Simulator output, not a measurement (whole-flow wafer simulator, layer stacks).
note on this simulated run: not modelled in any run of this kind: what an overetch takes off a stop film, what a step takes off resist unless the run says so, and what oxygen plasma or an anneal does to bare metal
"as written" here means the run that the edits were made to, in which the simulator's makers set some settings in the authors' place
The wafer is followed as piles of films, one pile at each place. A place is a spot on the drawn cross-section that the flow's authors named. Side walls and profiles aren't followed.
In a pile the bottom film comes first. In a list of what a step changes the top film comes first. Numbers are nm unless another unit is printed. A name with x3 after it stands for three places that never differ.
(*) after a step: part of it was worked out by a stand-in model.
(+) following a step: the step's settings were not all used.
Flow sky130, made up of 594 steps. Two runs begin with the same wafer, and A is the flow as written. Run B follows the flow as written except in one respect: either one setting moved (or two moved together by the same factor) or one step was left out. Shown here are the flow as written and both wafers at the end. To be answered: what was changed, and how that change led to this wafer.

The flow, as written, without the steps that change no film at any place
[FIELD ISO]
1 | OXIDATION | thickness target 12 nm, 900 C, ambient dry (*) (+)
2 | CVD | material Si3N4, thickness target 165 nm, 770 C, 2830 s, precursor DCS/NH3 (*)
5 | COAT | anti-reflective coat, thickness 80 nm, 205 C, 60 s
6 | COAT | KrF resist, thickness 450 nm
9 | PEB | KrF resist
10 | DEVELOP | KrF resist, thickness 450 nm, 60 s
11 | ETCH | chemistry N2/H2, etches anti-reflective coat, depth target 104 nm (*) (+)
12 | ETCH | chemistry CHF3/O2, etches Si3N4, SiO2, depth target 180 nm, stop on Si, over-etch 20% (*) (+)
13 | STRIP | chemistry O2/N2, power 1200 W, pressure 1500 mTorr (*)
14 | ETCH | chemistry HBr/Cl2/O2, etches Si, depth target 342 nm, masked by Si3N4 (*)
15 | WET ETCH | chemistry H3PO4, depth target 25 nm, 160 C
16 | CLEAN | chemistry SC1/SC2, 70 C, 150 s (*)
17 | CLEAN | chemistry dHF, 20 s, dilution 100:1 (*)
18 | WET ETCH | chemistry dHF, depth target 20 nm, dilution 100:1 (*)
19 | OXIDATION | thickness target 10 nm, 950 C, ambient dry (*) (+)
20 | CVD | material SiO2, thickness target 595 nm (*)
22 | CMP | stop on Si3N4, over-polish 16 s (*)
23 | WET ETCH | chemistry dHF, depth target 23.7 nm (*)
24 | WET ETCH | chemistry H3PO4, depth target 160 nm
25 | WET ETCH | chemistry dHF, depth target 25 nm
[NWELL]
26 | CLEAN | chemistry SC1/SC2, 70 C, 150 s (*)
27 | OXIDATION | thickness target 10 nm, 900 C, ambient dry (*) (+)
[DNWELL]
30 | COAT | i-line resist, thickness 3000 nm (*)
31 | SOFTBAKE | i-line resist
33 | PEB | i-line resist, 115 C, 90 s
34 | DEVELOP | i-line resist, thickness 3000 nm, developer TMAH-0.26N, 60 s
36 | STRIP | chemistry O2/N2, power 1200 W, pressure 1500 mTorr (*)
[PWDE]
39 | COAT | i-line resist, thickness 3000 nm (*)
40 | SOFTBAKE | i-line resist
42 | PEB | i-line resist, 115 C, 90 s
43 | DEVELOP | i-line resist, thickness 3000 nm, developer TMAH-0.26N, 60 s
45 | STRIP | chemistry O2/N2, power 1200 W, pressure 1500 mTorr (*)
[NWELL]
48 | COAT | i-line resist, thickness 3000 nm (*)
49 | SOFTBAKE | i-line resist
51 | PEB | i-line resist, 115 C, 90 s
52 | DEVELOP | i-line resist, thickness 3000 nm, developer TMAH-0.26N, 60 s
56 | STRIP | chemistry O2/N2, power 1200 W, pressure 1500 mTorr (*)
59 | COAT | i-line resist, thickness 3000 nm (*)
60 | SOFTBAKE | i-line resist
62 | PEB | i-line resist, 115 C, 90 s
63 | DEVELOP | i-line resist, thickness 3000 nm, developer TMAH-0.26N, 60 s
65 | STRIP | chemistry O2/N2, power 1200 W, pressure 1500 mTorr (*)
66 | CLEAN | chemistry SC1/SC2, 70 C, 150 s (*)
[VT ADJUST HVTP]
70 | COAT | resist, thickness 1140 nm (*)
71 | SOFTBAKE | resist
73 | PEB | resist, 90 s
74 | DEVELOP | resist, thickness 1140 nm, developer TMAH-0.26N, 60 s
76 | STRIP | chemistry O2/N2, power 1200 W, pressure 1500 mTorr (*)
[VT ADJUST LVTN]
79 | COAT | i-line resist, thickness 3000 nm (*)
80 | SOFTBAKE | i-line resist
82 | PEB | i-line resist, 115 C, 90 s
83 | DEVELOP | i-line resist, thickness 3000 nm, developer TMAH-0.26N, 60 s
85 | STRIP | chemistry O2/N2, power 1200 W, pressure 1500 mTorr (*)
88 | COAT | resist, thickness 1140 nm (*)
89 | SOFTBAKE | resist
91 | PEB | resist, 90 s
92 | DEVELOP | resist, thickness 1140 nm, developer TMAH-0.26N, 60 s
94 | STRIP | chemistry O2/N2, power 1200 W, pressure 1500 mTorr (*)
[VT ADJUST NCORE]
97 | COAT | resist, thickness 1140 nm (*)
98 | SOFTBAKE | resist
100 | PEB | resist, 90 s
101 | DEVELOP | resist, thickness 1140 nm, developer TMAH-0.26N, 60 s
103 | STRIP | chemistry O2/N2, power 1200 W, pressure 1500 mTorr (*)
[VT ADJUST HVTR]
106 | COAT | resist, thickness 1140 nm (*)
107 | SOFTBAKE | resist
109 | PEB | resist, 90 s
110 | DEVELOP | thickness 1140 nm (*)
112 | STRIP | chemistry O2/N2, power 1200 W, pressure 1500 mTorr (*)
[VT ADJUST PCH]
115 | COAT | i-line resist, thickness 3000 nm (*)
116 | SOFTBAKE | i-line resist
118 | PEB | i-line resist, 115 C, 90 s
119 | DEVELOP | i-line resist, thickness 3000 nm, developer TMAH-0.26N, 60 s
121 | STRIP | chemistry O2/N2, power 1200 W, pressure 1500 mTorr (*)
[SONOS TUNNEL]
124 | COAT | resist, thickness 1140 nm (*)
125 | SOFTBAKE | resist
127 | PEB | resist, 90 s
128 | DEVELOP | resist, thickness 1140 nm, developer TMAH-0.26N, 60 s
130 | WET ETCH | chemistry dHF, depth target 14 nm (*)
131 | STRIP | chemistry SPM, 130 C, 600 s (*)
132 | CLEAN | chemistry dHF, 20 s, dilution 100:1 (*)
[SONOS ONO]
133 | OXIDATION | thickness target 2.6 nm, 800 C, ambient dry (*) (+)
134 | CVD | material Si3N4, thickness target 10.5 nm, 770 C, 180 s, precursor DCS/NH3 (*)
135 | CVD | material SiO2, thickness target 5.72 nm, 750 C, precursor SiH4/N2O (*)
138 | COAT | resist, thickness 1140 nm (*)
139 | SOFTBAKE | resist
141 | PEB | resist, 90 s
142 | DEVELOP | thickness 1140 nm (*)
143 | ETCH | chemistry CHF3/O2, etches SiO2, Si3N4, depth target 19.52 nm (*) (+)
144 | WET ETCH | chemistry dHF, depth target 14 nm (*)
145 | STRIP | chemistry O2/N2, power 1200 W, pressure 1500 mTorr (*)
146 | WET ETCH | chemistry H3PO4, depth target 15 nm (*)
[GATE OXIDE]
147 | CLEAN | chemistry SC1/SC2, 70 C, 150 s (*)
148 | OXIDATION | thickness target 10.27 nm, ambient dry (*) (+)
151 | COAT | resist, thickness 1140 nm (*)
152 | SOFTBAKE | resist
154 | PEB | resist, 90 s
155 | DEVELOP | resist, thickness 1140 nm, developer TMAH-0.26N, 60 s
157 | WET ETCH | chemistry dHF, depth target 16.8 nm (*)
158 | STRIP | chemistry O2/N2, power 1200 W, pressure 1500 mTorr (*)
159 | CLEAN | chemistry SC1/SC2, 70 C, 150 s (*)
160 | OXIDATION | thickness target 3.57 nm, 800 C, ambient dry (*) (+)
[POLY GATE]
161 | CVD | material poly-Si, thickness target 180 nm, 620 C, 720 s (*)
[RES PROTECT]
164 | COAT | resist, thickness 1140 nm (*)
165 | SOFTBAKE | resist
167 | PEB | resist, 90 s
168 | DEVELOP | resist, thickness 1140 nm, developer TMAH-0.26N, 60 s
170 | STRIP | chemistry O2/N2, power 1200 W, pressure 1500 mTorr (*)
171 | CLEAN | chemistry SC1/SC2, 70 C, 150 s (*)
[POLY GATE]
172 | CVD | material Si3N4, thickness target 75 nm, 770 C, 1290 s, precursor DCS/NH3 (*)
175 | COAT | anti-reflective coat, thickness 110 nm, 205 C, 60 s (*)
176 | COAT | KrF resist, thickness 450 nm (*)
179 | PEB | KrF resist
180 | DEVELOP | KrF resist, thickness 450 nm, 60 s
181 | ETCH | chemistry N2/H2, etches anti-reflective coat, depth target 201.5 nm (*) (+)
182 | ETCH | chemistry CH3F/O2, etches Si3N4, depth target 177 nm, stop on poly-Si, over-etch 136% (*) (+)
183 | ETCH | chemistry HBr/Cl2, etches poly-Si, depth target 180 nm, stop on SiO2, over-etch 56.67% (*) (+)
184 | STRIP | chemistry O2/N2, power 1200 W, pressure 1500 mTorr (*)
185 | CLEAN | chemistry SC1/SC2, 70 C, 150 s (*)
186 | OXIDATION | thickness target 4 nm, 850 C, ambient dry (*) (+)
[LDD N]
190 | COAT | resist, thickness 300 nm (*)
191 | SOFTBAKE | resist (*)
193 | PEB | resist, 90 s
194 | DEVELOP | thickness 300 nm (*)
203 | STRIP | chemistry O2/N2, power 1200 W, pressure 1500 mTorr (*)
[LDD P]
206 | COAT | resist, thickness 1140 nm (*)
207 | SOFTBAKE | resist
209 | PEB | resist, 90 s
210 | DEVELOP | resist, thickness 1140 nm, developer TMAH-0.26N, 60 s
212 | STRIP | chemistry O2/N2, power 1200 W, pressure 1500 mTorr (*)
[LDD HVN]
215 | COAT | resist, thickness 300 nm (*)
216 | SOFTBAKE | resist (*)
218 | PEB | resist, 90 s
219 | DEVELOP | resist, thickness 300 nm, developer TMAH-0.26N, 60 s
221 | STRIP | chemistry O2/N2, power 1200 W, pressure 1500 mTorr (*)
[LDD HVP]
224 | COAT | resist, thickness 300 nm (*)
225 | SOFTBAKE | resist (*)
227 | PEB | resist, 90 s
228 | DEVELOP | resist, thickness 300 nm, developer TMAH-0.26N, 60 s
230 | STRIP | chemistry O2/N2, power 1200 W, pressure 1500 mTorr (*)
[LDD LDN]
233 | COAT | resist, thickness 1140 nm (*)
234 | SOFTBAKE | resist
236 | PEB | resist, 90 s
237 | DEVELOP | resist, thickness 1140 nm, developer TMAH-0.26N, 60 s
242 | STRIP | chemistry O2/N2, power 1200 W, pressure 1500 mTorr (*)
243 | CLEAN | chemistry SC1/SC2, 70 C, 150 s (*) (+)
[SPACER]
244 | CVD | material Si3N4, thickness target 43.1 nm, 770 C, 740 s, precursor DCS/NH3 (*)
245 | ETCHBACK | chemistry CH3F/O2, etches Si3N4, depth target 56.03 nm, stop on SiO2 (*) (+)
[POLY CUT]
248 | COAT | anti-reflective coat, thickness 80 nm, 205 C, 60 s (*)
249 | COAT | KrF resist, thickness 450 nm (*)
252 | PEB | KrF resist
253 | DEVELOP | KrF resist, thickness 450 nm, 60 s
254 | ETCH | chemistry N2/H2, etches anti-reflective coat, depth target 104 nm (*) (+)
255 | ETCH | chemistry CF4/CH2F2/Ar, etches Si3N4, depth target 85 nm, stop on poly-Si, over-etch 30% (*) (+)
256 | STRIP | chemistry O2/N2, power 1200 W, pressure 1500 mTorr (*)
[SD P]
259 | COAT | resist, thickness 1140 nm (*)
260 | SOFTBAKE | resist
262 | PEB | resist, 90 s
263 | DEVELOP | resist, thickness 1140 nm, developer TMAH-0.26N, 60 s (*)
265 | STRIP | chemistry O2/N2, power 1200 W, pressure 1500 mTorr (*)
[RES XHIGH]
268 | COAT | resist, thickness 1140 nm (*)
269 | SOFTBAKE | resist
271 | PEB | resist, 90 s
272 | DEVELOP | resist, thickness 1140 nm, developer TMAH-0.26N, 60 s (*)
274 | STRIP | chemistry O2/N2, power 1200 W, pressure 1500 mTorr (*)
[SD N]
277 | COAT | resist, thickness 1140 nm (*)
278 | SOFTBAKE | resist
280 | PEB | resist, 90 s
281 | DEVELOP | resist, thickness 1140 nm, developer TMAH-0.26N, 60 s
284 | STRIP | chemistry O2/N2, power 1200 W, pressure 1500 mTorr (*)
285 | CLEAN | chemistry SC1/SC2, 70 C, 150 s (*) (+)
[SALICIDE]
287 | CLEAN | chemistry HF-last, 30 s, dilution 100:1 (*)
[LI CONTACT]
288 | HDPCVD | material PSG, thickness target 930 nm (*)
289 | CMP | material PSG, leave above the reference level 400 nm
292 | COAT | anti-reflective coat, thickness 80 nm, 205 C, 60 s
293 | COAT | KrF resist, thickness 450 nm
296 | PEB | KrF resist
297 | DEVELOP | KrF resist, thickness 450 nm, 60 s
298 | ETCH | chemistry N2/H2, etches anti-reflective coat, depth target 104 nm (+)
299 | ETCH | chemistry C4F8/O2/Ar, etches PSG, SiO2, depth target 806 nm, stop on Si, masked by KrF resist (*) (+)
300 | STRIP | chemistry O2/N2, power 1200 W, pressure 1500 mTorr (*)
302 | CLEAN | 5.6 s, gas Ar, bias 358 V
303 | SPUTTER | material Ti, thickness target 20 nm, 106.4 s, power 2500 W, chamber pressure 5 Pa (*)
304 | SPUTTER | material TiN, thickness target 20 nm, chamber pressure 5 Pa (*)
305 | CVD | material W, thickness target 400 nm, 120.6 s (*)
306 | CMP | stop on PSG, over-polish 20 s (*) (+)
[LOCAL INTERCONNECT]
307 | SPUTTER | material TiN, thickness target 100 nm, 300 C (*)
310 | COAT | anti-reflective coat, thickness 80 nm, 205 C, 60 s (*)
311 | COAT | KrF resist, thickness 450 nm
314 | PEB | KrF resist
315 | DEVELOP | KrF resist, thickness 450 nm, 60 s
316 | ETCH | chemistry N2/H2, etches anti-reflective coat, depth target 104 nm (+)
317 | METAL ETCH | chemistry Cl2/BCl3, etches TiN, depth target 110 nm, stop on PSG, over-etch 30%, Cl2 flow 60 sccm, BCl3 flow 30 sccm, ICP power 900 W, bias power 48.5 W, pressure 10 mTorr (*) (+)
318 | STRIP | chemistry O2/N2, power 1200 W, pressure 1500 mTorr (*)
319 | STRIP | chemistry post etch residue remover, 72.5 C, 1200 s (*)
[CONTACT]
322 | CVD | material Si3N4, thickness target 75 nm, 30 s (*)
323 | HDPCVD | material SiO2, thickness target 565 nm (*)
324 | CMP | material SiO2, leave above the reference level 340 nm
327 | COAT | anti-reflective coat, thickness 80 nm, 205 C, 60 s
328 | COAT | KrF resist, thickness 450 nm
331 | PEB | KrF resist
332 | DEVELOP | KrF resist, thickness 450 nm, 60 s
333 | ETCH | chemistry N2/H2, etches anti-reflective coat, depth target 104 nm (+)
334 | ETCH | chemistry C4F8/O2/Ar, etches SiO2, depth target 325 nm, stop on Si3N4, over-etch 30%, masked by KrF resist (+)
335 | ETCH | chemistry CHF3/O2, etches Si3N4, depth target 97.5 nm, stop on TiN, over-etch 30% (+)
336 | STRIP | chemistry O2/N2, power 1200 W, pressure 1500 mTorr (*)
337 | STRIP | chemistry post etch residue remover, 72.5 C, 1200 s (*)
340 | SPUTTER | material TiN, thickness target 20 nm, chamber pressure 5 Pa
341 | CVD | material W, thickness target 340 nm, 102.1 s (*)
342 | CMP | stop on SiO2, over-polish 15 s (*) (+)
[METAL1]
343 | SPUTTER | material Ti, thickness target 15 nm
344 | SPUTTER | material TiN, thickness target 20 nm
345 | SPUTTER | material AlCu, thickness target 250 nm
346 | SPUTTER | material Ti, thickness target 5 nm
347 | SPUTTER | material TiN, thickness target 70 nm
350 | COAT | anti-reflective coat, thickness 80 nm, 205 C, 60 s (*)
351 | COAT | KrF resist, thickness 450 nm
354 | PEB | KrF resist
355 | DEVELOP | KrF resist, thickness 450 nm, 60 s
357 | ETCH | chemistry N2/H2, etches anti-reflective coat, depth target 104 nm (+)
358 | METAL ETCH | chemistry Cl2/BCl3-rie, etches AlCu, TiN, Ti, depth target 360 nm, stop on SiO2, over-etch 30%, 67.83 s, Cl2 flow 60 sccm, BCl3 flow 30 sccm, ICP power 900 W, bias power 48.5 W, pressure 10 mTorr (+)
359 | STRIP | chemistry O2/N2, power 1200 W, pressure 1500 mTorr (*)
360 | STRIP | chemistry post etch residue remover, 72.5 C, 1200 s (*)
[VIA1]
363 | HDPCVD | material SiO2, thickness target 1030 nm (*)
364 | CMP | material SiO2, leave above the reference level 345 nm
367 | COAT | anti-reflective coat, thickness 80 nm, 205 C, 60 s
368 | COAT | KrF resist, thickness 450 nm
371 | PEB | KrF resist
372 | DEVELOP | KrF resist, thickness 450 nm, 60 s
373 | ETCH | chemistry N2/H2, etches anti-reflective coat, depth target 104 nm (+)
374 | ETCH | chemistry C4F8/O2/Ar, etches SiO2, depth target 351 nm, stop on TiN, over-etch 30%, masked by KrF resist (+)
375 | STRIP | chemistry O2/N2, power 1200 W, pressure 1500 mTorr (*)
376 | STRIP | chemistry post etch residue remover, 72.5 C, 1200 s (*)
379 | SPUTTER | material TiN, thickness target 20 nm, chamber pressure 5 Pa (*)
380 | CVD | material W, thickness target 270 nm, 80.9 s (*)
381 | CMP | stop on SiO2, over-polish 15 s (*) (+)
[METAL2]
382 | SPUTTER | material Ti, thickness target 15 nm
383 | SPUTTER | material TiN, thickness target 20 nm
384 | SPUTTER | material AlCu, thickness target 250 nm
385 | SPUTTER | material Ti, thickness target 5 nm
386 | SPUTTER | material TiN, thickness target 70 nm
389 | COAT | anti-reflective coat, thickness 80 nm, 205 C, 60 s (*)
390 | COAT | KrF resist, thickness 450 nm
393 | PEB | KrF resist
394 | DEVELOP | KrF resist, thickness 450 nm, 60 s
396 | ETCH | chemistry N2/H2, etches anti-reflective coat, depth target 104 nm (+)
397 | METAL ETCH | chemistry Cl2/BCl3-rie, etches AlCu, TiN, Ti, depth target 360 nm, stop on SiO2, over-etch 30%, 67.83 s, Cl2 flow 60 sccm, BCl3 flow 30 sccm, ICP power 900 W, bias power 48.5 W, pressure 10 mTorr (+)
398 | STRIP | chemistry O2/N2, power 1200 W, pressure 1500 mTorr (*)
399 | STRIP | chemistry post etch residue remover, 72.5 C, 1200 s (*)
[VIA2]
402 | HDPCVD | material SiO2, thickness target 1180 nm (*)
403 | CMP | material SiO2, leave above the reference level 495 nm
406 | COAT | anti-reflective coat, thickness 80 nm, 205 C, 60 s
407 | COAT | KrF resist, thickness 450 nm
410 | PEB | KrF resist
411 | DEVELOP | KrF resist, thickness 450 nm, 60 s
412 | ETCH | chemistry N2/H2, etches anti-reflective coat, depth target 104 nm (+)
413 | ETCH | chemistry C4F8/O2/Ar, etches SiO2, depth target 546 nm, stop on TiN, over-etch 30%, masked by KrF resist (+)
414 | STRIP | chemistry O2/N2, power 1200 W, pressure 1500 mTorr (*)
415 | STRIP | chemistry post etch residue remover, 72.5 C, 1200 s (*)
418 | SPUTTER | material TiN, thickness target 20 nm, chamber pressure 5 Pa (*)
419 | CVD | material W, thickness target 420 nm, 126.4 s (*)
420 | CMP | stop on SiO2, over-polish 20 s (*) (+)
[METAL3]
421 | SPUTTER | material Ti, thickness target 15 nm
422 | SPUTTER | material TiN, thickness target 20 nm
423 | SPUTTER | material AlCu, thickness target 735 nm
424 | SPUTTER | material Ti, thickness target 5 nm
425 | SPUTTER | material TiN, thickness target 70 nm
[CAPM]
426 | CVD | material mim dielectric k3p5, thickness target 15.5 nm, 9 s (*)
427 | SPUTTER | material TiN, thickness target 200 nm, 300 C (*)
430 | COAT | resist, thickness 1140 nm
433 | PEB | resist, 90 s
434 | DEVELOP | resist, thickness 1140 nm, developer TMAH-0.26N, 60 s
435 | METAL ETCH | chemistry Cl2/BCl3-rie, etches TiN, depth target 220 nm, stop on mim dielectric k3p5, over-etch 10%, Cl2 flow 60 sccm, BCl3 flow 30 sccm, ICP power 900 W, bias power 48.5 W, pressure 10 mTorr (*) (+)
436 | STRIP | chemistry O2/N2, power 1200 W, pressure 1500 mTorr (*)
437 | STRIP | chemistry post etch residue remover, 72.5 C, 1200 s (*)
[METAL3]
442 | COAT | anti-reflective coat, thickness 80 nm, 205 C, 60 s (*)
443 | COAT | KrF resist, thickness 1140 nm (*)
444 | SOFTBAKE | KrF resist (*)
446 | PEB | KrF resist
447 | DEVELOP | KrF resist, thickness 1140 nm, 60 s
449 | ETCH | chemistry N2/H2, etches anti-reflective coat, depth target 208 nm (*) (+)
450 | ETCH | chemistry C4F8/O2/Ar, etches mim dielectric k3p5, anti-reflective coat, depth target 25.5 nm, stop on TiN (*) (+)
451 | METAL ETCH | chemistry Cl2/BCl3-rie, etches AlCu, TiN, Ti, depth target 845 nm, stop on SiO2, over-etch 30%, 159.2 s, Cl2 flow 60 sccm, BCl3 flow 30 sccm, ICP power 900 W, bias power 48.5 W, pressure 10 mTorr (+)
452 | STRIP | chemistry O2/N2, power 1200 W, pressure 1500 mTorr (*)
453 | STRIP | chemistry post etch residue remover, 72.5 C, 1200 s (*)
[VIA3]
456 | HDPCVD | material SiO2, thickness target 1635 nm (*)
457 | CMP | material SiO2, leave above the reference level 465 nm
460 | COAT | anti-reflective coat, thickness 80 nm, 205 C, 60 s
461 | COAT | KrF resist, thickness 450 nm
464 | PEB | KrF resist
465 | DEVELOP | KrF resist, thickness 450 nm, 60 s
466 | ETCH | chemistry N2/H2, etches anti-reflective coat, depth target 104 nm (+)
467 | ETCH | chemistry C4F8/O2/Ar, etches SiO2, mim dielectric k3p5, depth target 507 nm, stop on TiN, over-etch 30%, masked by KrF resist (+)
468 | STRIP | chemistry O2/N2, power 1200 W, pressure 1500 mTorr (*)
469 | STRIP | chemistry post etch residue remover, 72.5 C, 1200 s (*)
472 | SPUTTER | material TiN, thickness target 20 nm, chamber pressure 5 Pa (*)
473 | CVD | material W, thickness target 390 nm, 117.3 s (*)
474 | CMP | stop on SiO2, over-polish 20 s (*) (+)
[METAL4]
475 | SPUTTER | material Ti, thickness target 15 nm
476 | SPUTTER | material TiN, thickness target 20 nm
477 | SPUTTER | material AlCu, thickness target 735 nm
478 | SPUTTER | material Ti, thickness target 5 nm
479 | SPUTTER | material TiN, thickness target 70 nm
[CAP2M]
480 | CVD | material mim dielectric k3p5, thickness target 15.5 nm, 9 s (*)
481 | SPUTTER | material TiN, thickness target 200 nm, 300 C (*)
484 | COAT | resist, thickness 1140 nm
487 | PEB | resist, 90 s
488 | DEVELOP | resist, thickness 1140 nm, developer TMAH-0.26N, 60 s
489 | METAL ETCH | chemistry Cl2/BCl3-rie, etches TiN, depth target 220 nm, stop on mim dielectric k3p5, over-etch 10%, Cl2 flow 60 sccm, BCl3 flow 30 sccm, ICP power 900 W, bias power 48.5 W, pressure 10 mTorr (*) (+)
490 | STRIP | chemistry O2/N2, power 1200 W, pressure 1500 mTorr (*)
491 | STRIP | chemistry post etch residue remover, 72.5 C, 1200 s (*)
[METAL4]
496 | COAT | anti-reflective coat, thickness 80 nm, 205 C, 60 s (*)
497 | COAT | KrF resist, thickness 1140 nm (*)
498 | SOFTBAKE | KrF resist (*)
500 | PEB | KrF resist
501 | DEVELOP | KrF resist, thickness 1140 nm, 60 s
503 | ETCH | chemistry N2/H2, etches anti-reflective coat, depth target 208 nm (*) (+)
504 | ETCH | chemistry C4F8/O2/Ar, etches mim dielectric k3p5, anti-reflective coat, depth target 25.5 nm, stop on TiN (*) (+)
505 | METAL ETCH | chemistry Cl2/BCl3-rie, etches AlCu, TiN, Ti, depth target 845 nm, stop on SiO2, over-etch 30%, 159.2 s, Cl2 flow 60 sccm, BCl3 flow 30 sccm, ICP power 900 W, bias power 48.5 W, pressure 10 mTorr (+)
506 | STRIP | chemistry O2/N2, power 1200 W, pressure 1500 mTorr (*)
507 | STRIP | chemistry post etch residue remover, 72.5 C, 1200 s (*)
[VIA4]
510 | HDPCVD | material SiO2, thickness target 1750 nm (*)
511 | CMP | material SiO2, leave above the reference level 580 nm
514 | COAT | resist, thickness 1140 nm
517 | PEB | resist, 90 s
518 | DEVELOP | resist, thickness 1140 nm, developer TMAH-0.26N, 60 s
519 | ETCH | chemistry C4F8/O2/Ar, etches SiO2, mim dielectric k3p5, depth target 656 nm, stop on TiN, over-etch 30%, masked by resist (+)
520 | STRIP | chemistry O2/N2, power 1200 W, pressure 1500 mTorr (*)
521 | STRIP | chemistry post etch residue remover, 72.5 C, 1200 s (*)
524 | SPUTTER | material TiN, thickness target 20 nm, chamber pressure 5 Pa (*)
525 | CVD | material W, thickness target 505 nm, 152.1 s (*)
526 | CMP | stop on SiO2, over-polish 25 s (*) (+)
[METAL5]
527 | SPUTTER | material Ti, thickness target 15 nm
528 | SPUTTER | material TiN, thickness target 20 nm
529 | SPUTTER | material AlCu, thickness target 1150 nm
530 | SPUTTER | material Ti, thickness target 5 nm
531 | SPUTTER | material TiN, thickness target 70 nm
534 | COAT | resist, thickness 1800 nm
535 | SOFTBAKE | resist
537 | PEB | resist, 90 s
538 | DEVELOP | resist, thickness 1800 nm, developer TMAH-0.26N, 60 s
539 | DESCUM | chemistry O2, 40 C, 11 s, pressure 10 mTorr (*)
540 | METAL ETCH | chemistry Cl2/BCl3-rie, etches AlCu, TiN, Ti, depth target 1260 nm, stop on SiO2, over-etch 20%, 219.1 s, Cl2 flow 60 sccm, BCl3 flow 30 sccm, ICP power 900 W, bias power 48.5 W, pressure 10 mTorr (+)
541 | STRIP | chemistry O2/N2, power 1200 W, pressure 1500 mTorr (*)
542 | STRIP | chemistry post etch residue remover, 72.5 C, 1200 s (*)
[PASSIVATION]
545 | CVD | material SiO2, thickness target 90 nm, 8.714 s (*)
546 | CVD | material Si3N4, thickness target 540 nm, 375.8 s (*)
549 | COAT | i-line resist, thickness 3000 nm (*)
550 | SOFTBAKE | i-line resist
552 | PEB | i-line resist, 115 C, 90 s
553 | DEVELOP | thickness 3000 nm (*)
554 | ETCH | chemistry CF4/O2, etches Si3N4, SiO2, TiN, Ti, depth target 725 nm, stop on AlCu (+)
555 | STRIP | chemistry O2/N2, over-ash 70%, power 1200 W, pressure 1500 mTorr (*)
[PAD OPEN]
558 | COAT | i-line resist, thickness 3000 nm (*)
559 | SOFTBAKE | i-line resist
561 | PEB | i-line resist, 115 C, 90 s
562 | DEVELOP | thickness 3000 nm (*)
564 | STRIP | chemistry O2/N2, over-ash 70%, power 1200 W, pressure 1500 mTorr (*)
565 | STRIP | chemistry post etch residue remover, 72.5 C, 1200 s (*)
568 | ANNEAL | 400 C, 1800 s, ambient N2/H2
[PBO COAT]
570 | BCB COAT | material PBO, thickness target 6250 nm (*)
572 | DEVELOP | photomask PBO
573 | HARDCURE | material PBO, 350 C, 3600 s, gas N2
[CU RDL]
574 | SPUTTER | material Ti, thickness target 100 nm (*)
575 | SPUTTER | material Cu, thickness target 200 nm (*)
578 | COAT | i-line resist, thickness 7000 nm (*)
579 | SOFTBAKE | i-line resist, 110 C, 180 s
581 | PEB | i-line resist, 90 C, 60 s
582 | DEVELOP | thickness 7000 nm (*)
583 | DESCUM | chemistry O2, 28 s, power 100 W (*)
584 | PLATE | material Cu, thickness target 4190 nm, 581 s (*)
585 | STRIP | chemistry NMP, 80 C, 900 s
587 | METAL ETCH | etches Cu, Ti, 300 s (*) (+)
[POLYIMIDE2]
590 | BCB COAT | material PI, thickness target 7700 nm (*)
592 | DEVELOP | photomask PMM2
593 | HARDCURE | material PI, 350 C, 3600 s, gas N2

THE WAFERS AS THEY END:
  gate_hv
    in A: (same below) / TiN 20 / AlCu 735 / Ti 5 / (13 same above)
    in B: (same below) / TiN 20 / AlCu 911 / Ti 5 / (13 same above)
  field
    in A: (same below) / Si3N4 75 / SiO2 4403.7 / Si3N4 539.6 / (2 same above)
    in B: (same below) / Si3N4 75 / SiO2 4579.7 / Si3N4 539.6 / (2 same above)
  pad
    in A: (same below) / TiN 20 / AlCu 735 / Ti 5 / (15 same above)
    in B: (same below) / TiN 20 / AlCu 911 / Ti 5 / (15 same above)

The reason: step 423, SPUTTER: thickness target 911 nm was run, while the flow as written has thickness target 735 nm.
The wafer itself shows it: gate_hv has AlCu 911, and step 423 as written asks for 735 nm.

How this came from the change, step by step:
  423 | SPUTTER | material AlCu, thickness target 735 nm
      field, active, n_well and 188 more: A +735 AlCu (new film) | B +911 AlCu (new film)
  451 | METAL ETCH | chemistry Cl2/BCl3-rie, etches AlCu, TiN, Ti, depth target 845 nm, stop on SiO2, over-etch 30%, 159.2 s, Cl2 flow 60 sccm, BCl3 flow 30 sccm, ICP power 900 W, bias power 48.5 W, pressure 10 mTorr (+)
      field, active, gate and 69 more: A -70 TiN (all of it), -5 Ti (all of it), -735 AlCu (all of it), -20 TiN (all of it), -15 Ti (all of it), -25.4 SiO2 | B -70 TiN (all of it), -5 Ti (all of it), -911 AlCu (all of it), -20 TiN (all of it), -15 Ti (all of it), -7.75 SiO2
      vpp_ln, vpp_iso2, ndiff_ln and 10 more: A -70 TiN (all of it), -5 Ti (all of it), -735 AlCu (all of it), -20 TiN (all of it), -15 Ti (all of it), -25.3 SiO2 | B -70 TiN (all of it), -5 Ti (all of it), -911 AlCu (all of it), -20 TiN (all of it), -15 Ti (all of it), -7.75 SiO2
  457 | CMP | material SiO2, leave above the reference level 465 nm
      field, active, gate and 82 more: A -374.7 SiO2 | B -216.2 SiO2
